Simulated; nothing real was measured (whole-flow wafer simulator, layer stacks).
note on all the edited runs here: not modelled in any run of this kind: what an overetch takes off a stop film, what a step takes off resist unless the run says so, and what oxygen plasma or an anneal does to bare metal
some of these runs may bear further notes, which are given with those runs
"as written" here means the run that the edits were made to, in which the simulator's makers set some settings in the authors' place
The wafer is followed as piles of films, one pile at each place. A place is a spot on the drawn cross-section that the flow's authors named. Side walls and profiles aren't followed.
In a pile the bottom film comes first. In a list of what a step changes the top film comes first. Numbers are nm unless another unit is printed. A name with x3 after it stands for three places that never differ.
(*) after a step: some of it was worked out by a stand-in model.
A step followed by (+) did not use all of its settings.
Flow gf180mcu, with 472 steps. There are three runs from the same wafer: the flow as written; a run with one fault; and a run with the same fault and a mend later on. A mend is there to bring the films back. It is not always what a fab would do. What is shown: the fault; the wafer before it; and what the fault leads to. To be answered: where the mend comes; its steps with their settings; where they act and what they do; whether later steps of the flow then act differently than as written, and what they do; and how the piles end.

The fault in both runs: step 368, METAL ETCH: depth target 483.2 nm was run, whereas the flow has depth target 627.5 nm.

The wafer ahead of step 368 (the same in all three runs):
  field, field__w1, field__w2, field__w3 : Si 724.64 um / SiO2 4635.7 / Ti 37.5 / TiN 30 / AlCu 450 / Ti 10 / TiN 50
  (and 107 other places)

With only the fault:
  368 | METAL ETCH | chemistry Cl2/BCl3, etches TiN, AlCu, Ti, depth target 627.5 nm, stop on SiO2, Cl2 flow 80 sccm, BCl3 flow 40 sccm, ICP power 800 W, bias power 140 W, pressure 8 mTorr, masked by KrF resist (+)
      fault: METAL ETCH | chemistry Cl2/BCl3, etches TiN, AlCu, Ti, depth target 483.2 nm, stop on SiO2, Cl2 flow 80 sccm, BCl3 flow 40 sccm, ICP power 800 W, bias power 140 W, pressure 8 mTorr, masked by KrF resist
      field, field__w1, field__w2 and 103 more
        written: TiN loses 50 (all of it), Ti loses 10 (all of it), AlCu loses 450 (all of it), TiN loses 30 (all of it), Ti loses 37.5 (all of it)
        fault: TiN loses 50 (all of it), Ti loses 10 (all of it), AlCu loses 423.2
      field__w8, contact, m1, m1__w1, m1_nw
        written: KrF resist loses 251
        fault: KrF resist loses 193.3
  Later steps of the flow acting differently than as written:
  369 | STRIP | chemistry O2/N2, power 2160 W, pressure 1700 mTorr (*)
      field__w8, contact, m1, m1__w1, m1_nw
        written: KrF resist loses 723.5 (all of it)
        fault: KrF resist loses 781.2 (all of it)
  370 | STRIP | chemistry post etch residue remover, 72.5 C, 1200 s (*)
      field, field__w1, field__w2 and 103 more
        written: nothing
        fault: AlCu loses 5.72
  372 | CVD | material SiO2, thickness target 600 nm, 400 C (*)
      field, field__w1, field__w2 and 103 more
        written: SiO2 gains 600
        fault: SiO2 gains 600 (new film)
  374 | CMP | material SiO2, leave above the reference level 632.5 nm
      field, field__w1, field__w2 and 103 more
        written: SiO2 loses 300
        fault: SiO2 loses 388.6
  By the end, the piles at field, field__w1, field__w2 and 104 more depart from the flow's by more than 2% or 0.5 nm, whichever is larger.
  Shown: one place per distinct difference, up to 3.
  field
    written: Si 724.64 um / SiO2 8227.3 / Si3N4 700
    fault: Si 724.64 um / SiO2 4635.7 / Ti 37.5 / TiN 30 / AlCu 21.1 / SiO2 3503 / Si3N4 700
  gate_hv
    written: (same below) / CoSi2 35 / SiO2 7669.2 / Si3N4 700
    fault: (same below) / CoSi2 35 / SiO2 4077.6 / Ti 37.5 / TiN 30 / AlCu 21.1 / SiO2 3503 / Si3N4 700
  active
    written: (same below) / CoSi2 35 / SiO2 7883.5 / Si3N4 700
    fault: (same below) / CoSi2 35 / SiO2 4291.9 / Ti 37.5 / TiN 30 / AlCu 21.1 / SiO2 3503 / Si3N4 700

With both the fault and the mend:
  The mend follows step 370.
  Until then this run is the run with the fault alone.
  370a | DEHYDRATE | 200 C, 60 s (the flow's step 361, run once more)
      alters no film at any place that is followed
  370b | HMDS | 120 C, 60 s (the flow's step 362, run once more)
      alters no film at any place that is followed
  370c | COAT | KrF resist, thickness 1000 nm (*) (the flow's step 363, run once more)
      iso_ptap_pw, iso_ntap_nw, iso_nw_fld and 33 more
        KrF resist gains 1000 (new film)
      field_sub, field_sub__w1, field_sub__w2 and 12 more
        KrF resist gains 1002.8 (new film)
      field__w11, field__w13, p_well and 8 more
        KrF resist gains 1003.2 (new film)
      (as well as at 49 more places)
  370d | SOFTBAKE | KrF resist (the flow's step 364, run once more)
      alters no film at any place that is followed
  370e | EXPOSE | photomask Metal4 (the flow's step 365, run once more)
      alters no film at any place that is followed
  370f | PEB | KrF resist, 135 C, 90 s (the flow's step 366, run once more)
      field__w1, field__w2, field__w3 and 56 more
        KrF resist loses 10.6
      iso_ptap_pw, iso_ntap_nw, iso_nw_fld and 33 more
        KrF resist loses 10.5
      gate_hv, sd_p, polyc_n, polyc_n_rim
        KrF resist loses 10.7
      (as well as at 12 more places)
  370g | DEVELOP | thickness 1000 nm, 60 s (the flow's step 367, run once more)
      iso_ptap_pw, iso_ntap_nw, iso_nw_fld and 33 more
        KrF resist loses 989.5 (all of it)
      field_sub, field_sub__w1, field_sub__w2 and 9 more
        KrF resist loses 992.2 (all of it)
      field__w13, p_well, sti and 7 more
        KrF resist loses 992.6 (all of it)
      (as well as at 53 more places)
  370h | METAL ETCH | chemistry Cl2/BCl3, etches TiN, AlCu, Ti, depth target 144.3 nm, stop on SiO2, Cl2 flow 80 sccm, BCl3 flow 40 sccm, ICP power 800 W, bias power 140 W, pressure 8 mTorr, masked by KrF resist (+) (the flow's step 368, run once more with other settings)
      field, field__w1, field__w2 and 103 more
        AlCu loses 21.1 (all of it), TiN loses 30 (all of it), Ti loses 37.5 (all of it)
      field__w8, contact, m1, m1__w1, m1_nw
        KrF resist loses 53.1
  370i | STRIP | chemistry O2/N2, power 2160 W, pressure 1700 mTorr (*) (the flow's step 369, run once more)
      field__w8
        KrF resist loses 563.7 (all of it)
      contact
        KrF resist loses 561.6 (all of it)
      m1
        KrF resist loses 564.5 (all of it)
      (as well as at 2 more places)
  370j | STRIP | chemistry post etch residue remover, 72.5 C, 1200 s (*) (the flow's step 370, run once more)
      field__w8, contact, m1, m1__w1, m1_nw
        TiN loses 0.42
  Later steps of the flow that are run all act as written at every place that is followed, up to a difference of at most 2% or 0.5 nm, whichever is larger.
  When the end is reached, the piles differ only a little from the flow's at the places that both follow, at most by 2% or 0.5 nm, whichever is larger.
